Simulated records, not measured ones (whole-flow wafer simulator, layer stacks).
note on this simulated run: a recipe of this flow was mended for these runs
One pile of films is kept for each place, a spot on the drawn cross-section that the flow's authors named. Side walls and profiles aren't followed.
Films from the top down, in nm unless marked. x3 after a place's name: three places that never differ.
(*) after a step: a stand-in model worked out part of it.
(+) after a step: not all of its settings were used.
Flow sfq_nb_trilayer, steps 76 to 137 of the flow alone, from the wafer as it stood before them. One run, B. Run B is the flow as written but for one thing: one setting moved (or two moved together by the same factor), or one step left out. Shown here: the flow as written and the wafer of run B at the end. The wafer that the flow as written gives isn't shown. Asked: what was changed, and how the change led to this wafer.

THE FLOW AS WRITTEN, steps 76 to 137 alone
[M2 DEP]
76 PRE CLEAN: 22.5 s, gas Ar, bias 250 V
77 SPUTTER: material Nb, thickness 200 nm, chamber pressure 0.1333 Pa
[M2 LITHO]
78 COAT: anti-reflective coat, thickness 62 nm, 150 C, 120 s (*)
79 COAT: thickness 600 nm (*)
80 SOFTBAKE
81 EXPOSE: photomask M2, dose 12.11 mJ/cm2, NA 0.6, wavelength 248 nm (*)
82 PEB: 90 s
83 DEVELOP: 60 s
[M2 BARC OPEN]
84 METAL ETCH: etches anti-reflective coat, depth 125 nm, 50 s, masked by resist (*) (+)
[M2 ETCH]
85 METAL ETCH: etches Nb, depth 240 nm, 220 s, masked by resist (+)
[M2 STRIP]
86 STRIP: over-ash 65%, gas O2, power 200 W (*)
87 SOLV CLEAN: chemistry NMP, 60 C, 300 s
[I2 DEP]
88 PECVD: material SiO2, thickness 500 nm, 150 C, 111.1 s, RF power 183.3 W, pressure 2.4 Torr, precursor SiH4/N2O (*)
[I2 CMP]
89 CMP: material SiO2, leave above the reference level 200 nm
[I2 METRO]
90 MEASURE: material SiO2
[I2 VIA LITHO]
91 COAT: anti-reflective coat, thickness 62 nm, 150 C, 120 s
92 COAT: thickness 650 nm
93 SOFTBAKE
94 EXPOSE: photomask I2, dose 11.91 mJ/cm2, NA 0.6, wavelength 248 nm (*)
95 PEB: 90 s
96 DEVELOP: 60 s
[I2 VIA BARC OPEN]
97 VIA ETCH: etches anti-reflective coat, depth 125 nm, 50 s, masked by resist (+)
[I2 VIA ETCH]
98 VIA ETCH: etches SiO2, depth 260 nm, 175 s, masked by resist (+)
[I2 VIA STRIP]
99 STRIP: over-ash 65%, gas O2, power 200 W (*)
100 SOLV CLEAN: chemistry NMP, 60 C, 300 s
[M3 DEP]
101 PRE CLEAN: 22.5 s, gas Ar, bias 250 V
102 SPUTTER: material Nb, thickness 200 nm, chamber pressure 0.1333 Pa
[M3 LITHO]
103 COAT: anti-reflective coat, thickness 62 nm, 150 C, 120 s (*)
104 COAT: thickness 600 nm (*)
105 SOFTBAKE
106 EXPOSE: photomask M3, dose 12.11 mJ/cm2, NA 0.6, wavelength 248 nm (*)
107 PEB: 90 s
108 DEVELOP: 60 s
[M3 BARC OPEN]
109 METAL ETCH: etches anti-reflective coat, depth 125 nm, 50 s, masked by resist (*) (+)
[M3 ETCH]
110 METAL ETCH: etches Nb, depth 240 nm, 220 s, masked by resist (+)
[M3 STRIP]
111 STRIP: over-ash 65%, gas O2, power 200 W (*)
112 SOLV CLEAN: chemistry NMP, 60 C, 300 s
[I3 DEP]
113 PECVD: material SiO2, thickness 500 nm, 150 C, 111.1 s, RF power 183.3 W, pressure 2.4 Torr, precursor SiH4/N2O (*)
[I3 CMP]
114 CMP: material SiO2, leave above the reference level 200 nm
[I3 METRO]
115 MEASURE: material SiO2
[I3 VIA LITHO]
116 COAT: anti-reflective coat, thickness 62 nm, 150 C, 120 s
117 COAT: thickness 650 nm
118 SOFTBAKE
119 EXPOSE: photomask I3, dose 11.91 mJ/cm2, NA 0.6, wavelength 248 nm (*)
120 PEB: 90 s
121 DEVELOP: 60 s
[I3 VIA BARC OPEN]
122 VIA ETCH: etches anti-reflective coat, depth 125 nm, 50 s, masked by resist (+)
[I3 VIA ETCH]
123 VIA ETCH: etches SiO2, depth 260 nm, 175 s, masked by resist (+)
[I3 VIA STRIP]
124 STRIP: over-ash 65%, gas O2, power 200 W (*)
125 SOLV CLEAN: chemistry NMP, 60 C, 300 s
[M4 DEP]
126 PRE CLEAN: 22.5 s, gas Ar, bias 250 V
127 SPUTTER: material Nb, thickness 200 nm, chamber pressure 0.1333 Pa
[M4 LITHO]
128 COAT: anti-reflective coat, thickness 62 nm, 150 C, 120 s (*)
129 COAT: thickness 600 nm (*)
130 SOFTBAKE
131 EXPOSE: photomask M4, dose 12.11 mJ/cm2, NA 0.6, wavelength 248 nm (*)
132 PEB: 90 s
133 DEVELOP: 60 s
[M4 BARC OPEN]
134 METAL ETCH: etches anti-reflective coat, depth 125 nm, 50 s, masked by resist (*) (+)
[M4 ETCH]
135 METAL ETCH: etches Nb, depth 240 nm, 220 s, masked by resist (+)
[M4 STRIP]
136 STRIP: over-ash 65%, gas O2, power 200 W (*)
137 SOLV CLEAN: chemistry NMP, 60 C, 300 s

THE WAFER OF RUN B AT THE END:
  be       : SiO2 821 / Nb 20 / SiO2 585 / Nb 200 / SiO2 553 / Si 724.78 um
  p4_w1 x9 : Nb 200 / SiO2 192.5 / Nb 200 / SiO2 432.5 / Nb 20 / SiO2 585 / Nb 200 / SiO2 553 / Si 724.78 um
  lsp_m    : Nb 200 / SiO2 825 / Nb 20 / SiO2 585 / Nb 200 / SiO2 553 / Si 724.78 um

The cause: step 77, SPUTTER: thickness 260 nm was run, where the flow has thickness 200 nm.

How the change led to this, step by step:
  77 SPUTTER: material Nb, thickness 200 nm, chamber pressure 0.1333 Pa
      field_l, v_sur, via_wl and 102 more: Nb +260 (new film) (as written it would be: Nb +200 (new film))
      via_v: Nb +225.2 (as written it would be: Nb +172.8)
  85 METAL ETCH: etches Nb, depth 240 nm, 220 s, masked by resist (+)
      field_l, be, be_sur and 81 more: Nb -240 (as written it would be: Nb -200 (all of it), SiO2 -4)
  88 PECVD: material SiO2, thickness 500 nm, 150 C, 111.1 s, RF power 183.3 W, pressure 2.4 Torr, precursor SiH4/N2O (*)
      field_l, be, be_sur and 81 more: SiO2 +500 (new film) (as written it would be: SiO2 +500)
      via_v: SiO2 +595.9 (new film) (as written it would be: SiO2 +612.8 (new film))
  89 CMP: material SiO2, leave above the reference level 200 nm
      field_l, be, be_sur and 81 more: SiO2 -60 (as written it would be: SiO2 -96)
      via_v: SiO2 -157.1 (as written it would be: SiO2 -181.6)
Counting metal films that touch as one body, be has 2 bodies (between them, from the top down: SiO2 585); the flow as written gives 1 body.
Counting metal films that touch as one body, p4_w1 x9 has 4 bodies (between them, from the top down: SiO2 192.5; SiO2 432.5; SiO2 585); the flow as written gives 3 bodies (between them, from the top down: SiO2 192.5; SiO2 977.5).
Counting metal films that touch as one body, lsp_m has 3 bodies (between them, from the top down: SiO2 825; SiO2 585); the flow as written gives 2 bodies (between them, from the top down: SiO2 1370).
